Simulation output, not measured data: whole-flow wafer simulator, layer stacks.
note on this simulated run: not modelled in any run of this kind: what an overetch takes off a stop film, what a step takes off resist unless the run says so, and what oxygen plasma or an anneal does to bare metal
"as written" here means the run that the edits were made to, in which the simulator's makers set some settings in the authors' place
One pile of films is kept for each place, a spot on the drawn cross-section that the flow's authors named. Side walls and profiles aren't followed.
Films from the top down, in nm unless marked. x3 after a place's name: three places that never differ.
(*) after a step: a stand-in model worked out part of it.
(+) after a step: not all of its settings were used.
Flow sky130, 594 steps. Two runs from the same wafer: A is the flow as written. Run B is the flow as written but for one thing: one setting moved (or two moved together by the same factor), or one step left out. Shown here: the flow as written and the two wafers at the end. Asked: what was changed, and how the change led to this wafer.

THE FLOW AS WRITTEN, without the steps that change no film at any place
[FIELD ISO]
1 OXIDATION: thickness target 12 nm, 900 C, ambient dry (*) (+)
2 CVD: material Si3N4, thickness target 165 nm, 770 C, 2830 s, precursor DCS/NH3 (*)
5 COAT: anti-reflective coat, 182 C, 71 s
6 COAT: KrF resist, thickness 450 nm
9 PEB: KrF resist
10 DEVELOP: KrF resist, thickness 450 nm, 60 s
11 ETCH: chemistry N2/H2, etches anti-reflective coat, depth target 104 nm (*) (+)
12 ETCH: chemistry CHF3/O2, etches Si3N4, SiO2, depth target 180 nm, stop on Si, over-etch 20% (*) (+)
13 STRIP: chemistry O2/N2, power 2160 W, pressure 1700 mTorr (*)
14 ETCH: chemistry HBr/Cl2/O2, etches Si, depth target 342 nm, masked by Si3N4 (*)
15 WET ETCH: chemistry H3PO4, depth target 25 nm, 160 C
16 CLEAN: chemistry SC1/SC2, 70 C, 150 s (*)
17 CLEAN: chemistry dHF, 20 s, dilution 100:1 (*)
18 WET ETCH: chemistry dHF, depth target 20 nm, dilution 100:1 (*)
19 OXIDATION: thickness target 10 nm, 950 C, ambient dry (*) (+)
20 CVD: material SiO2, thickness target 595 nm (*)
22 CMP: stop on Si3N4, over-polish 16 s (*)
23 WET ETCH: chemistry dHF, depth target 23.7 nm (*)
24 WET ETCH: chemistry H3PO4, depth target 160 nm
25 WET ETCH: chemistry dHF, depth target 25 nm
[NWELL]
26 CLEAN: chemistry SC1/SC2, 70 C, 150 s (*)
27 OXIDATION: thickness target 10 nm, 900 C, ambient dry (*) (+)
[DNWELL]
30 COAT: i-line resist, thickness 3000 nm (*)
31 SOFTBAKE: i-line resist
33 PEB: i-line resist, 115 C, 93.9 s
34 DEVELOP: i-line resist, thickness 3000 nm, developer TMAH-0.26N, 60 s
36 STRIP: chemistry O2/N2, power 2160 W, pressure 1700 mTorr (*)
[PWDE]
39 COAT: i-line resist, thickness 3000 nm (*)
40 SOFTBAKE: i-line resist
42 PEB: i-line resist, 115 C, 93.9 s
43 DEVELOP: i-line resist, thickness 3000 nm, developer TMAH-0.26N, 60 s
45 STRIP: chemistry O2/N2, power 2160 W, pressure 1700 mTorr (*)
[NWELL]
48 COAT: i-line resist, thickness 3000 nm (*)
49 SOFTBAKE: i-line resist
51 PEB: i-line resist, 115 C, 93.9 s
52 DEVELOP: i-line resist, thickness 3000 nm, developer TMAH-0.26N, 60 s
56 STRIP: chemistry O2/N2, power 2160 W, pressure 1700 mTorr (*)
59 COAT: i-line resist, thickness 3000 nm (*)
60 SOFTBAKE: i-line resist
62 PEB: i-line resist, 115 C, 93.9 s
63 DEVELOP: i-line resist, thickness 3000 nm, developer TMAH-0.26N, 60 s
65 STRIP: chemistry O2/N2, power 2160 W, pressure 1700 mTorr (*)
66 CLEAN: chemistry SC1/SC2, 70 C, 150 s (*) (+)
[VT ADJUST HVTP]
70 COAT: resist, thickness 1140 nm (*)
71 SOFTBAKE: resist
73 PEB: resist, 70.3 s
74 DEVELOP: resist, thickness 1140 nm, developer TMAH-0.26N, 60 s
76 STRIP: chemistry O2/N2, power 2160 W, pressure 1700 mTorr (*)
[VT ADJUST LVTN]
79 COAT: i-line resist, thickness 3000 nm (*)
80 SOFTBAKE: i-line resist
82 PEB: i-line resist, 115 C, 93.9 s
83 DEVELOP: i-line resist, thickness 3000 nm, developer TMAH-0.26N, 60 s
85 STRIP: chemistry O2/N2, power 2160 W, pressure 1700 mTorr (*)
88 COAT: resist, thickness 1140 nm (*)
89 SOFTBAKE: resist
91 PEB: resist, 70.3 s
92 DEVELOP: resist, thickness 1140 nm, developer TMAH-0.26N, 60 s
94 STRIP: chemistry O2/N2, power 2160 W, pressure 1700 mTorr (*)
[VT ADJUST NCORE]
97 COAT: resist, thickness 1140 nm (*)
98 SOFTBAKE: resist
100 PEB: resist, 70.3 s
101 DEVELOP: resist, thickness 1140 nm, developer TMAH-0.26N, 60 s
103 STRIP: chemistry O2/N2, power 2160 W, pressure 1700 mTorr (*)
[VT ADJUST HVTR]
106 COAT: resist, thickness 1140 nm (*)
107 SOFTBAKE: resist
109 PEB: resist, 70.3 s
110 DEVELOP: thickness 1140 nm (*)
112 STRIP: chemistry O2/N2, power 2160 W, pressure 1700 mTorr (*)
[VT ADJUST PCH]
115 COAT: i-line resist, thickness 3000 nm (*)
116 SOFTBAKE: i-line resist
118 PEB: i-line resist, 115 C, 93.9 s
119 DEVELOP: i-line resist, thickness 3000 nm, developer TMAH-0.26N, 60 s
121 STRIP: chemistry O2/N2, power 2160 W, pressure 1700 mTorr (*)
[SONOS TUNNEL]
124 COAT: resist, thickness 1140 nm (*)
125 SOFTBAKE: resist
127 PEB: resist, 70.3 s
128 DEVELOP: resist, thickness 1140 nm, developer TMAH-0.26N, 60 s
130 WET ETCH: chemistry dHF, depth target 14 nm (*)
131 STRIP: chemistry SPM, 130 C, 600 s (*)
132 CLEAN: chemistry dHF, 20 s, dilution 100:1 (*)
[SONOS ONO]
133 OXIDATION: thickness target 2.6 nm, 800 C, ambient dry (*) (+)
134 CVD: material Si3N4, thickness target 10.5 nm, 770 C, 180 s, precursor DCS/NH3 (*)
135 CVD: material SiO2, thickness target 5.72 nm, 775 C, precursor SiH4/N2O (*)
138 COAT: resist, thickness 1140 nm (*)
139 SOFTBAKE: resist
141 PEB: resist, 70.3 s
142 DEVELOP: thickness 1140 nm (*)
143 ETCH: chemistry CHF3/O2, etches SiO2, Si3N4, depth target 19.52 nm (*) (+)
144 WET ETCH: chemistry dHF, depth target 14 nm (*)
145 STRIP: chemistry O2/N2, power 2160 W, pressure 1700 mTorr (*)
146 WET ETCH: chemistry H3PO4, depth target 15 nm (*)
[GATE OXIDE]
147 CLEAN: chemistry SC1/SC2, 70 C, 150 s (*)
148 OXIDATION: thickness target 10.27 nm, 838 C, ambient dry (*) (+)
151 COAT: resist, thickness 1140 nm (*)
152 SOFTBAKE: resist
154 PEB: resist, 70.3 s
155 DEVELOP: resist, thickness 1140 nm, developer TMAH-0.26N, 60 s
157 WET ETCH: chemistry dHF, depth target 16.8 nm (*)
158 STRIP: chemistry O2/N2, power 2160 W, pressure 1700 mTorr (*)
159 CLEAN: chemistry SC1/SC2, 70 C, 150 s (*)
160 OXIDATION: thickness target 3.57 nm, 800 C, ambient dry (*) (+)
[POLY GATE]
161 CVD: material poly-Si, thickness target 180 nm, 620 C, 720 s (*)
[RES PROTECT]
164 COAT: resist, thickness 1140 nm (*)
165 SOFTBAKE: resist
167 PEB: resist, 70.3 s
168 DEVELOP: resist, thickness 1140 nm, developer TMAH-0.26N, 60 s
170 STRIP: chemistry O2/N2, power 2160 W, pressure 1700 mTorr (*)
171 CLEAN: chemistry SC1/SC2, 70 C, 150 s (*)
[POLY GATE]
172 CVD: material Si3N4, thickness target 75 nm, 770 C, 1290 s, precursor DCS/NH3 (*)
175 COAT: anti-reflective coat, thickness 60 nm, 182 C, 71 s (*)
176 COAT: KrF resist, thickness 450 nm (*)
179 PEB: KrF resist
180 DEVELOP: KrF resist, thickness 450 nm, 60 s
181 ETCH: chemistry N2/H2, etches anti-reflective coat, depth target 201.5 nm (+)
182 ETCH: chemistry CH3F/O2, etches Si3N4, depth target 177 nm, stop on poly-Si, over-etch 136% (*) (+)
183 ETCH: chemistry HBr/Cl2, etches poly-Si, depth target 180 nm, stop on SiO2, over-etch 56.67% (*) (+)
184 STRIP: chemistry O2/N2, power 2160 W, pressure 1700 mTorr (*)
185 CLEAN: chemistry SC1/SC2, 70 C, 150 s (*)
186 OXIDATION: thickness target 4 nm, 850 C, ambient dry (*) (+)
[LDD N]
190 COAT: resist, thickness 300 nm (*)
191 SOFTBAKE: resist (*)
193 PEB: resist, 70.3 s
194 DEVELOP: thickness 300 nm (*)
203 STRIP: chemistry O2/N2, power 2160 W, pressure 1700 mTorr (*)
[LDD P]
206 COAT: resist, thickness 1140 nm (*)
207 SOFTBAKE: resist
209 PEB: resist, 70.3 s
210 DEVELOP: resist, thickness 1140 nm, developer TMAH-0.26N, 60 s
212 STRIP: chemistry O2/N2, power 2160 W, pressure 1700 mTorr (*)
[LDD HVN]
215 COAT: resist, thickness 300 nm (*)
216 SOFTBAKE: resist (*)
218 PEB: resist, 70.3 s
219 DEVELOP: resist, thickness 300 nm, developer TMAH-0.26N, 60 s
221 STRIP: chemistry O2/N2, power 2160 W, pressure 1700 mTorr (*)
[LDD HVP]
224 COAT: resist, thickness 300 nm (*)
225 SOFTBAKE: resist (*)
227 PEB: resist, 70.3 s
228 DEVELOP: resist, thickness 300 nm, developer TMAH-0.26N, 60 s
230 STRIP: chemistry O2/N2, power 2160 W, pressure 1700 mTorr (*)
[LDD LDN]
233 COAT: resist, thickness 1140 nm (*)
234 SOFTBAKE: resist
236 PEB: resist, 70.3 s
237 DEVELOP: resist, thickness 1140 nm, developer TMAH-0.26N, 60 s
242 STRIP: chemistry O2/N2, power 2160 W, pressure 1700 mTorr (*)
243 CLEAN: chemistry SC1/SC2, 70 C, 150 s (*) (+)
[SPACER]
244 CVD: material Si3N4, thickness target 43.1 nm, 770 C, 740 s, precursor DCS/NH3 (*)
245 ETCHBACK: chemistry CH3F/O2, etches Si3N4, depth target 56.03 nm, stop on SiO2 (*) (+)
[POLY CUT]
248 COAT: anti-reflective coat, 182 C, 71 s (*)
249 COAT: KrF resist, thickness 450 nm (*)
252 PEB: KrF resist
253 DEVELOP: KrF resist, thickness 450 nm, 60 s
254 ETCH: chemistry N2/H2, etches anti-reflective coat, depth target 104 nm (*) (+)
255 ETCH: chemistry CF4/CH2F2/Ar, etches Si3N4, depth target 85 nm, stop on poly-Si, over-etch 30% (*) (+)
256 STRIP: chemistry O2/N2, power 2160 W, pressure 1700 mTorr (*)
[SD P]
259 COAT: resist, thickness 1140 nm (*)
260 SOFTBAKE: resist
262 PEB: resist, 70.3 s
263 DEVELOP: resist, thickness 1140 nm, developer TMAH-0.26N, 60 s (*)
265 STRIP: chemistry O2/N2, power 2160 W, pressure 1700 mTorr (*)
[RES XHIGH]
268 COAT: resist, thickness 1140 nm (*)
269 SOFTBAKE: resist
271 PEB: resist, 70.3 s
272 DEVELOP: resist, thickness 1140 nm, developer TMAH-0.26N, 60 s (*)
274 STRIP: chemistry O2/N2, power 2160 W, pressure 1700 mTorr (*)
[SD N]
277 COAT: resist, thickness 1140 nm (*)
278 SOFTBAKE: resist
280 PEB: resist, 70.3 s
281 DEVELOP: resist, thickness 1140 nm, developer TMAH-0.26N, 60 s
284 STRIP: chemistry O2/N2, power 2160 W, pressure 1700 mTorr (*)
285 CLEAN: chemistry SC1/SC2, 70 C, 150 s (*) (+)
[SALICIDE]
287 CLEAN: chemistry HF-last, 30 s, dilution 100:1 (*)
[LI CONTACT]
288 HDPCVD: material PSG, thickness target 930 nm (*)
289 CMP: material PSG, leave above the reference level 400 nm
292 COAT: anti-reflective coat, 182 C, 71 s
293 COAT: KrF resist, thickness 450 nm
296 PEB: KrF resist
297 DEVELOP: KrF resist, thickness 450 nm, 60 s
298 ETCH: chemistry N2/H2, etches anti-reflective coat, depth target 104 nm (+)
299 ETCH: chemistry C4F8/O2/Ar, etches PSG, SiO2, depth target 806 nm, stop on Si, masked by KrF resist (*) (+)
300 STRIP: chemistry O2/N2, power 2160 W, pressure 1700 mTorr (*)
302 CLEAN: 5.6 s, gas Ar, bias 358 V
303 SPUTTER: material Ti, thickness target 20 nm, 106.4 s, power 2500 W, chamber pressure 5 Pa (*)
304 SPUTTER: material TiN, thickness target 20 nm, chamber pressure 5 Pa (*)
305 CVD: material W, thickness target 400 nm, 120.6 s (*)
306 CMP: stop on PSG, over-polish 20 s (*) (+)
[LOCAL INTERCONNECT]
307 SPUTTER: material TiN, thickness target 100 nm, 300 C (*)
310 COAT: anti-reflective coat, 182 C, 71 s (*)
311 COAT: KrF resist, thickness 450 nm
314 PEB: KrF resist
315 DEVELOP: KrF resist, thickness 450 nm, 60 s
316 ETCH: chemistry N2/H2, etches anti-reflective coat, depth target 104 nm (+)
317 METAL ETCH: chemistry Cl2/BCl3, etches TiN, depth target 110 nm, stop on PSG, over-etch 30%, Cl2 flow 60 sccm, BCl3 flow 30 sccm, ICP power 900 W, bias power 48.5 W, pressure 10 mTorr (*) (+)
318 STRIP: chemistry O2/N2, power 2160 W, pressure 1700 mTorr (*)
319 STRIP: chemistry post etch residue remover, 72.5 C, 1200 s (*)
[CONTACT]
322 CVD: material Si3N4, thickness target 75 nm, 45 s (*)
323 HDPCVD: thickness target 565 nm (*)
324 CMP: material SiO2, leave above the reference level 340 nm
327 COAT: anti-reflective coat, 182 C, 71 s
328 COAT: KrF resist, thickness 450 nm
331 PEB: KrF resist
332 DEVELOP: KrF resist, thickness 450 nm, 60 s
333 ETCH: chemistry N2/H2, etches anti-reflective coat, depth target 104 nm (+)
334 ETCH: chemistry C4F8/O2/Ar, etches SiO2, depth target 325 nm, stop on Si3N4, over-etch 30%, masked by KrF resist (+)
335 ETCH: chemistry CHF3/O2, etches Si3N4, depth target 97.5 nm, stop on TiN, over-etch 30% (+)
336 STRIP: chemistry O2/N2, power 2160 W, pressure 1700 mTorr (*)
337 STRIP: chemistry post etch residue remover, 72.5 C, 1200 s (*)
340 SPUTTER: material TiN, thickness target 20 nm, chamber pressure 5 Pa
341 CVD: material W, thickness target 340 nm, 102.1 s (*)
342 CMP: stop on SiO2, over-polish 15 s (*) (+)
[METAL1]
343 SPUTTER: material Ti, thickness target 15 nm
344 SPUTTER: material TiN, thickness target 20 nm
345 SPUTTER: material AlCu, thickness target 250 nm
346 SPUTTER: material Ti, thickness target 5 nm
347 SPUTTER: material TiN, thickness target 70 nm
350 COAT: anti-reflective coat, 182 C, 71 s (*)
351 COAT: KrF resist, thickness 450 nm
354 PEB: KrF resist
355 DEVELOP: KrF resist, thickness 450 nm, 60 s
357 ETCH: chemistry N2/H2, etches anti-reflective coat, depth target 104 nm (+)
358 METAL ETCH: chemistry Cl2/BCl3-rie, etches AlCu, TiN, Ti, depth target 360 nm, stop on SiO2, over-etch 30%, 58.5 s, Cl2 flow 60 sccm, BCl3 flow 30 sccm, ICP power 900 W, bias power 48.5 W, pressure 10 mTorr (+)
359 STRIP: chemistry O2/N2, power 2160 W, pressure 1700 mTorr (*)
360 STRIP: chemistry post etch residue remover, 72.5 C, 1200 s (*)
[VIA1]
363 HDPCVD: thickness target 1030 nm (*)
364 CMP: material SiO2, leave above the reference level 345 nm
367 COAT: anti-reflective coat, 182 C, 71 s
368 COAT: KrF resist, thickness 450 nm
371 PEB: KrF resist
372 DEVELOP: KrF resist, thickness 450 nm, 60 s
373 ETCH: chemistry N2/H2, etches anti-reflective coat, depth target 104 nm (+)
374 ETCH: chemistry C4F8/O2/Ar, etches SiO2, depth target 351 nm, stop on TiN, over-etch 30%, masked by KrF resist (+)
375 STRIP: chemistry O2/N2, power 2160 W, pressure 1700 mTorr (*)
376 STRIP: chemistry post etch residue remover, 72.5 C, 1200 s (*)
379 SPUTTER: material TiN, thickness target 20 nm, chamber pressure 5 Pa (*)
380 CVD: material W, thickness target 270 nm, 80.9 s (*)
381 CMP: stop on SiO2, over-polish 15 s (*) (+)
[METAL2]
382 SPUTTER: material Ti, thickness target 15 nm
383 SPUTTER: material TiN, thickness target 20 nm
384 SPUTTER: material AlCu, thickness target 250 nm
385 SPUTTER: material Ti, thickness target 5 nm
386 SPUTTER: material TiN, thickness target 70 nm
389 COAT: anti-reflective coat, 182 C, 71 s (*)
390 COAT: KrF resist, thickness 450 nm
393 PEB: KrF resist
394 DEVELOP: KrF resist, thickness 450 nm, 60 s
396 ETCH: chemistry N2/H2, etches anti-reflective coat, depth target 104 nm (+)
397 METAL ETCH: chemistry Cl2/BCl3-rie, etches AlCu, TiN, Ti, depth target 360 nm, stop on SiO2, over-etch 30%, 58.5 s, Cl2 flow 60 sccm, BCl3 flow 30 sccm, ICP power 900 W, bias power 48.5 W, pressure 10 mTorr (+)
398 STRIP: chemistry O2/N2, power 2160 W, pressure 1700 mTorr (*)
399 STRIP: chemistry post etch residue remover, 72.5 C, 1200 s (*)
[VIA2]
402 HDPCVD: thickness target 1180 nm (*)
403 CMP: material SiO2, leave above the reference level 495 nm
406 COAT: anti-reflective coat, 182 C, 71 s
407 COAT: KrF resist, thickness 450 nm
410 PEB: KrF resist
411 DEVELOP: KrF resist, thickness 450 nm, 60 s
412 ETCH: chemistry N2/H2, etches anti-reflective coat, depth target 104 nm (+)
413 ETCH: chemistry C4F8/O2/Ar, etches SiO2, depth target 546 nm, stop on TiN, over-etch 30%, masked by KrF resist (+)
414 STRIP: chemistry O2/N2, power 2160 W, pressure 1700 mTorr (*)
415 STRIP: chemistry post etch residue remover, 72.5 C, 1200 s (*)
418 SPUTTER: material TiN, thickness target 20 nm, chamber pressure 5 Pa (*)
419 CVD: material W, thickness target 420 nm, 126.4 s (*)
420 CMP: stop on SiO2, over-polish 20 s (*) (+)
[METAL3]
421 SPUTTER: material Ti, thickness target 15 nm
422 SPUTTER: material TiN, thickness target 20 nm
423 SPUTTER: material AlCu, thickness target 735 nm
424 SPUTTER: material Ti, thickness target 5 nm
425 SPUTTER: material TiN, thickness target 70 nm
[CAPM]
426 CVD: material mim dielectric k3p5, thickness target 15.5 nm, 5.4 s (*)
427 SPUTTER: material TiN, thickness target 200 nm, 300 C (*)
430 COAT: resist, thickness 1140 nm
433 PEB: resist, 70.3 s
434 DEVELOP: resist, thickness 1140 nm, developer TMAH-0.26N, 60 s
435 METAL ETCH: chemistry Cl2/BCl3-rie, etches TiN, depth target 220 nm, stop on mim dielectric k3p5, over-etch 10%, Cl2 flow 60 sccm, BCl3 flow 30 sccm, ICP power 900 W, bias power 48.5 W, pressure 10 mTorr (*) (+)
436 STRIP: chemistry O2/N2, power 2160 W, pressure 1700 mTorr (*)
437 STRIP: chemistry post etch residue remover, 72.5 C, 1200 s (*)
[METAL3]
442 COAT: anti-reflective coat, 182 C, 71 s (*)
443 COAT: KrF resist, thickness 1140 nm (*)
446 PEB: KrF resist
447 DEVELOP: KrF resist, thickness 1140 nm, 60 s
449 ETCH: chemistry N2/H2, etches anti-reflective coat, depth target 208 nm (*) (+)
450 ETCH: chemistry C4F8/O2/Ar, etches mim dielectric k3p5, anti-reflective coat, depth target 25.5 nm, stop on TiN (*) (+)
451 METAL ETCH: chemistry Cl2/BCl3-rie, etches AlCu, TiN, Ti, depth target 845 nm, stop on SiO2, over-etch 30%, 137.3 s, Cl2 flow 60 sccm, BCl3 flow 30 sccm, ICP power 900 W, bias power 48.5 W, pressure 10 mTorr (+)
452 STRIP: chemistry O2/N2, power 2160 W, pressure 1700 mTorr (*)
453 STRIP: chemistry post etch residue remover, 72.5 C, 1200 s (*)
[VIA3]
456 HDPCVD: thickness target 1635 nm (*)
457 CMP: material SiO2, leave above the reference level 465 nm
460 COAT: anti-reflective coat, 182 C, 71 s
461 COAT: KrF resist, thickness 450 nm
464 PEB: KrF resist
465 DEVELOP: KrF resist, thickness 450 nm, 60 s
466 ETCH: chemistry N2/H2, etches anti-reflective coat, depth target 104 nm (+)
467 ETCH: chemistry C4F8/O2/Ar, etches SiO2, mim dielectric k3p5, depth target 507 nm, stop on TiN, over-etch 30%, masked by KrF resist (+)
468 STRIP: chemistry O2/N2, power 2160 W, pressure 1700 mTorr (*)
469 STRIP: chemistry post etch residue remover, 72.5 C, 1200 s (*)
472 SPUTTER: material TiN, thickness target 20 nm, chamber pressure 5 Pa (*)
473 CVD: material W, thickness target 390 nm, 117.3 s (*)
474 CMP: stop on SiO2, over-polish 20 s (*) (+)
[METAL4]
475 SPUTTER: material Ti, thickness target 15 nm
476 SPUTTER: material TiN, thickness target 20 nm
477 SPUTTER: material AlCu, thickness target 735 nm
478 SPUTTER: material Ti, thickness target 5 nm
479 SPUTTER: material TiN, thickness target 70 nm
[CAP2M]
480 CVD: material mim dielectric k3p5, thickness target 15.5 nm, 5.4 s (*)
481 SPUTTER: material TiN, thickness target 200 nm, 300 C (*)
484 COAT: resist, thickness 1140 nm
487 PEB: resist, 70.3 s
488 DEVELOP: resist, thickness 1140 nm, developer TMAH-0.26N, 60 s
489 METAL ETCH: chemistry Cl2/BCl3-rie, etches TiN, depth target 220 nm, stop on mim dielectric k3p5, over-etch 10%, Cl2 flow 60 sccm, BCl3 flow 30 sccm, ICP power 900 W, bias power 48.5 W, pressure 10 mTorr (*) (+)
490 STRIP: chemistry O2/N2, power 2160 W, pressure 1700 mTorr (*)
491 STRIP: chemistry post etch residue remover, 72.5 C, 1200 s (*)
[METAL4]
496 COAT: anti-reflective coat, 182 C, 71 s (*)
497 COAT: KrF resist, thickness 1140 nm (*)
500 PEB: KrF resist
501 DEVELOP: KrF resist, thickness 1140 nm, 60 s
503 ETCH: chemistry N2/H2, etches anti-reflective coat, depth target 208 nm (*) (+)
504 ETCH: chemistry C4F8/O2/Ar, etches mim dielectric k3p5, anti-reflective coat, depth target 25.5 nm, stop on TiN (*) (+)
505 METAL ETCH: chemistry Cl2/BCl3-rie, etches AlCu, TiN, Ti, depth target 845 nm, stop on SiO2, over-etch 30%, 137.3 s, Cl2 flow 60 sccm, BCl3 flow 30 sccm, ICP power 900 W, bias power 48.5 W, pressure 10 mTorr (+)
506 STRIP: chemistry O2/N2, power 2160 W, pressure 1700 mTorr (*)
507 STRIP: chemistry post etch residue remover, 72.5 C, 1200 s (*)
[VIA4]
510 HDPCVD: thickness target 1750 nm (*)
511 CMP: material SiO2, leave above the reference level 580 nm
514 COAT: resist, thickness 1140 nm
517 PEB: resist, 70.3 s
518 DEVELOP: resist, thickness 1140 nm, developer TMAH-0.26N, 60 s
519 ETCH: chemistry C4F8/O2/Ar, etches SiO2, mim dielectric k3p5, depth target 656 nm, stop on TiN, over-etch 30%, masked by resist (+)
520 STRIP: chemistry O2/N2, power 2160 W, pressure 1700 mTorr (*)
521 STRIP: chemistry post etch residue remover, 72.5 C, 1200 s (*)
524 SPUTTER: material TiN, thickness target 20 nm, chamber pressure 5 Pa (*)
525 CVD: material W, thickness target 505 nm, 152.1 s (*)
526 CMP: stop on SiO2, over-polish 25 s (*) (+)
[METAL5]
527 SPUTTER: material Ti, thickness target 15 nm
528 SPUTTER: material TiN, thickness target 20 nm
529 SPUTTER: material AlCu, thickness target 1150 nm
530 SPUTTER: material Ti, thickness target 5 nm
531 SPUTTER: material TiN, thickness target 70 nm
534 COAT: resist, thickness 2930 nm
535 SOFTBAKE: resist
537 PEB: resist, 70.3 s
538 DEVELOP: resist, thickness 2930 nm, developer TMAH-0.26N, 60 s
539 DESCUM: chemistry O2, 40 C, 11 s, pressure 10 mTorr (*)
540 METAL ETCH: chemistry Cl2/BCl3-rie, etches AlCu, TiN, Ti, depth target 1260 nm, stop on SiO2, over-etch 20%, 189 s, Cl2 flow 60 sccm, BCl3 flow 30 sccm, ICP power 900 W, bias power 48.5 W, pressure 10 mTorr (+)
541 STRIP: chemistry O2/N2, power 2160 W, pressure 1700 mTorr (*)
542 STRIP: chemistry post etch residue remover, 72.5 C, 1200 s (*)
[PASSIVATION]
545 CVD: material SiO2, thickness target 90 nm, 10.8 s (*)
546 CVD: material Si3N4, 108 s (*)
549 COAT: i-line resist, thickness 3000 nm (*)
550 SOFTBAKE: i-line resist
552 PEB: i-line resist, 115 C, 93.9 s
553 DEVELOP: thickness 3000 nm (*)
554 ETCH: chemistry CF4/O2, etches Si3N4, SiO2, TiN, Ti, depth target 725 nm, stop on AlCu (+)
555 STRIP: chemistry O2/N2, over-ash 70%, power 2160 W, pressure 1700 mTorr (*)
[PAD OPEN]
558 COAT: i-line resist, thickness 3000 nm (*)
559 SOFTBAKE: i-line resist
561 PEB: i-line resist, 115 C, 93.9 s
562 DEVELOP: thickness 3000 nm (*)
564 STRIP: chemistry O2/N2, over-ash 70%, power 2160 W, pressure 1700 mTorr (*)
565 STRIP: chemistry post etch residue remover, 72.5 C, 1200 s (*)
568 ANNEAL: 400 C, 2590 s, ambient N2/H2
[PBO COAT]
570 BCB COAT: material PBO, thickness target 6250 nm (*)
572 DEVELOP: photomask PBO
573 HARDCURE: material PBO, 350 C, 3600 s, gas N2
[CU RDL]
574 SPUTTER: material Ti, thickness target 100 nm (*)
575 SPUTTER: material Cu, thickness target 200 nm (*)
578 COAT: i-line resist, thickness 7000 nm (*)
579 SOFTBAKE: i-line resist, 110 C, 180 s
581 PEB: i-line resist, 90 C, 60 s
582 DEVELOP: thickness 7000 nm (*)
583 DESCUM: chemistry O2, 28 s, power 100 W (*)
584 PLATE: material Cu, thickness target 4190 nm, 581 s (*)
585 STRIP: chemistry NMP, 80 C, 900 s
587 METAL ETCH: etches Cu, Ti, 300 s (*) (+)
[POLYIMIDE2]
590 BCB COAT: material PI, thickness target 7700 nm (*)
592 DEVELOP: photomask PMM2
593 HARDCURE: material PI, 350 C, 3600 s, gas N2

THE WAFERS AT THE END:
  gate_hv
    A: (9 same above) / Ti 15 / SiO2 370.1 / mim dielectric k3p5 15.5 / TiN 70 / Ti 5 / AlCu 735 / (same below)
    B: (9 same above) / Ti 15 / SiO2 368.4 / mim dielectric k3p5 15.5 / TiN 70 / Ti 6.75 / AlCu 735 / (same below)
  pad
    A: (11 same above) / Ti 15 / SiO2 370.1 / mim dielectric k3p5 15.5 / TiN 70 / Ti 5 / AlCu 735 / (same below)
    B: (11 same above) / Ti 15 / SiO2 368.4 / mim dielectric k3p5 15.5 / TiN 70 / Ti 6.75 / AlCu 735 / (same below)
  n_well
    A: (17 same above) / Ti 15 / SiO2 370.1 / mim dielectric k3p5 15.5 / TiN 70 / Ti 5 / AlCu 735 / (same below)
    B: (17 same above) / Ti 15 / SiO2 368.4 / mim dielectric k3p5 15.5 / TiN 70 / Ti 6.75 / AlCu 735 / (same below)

The cause: step 424, SPUTTER: thickness target 6.75 nm was run, where the flow has thickness target 5 nm.
It can be read off the wafer: gate_hv has Ti 6.75, and step 424 as written asks for 5 nm.

How the change led to this, step by step:
  424 SPUTTER: material Ti, thickness target 5 nm
      field, active, n_well and 188 more: A Ti +5 (new film) | B Ti +6.75 (new film)
  451 METAL ETCH: chemistry Cl2/BCl3-rie, etches AlCu, TiN, Ti, depth target 845 nm, stop on SiO2, over-etch 30%, 137.3 s, Cl2 flow 60 sccm, BCl3 flow 30 sccm, ICP power 900 W, bias power 48.5 W, pressure 10 mTorr (+)
      field, gate, spacer and 68 more: A TiN -70 (all of it), Ti -5 (all of it), AlCu -735 (all of it), TiN -20 (all of it), Ti -15 (all of it), SiO2 -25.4 | B TiN -70 (all of it), Ti -6.75 (all of it), AlCu -735 (all of it), TiN -20 (all of it), Ti -15 (all of it), SiO2 -25.2
      active, vpp_ln, vpp_iso2 and 11 more: A TiN -70 (all of it), Ti -5 (all of it), AlCu -735 (all of it), TiN -20 (all of it), Ti -15 (all of it), SiO2 -25.3 | B TiN -70 (all of it), Ti -6.75 (all of it), AlCu -735 (all of it), TiN -20 (all of it), Ti -15 (all of it), SiO2 -25.2
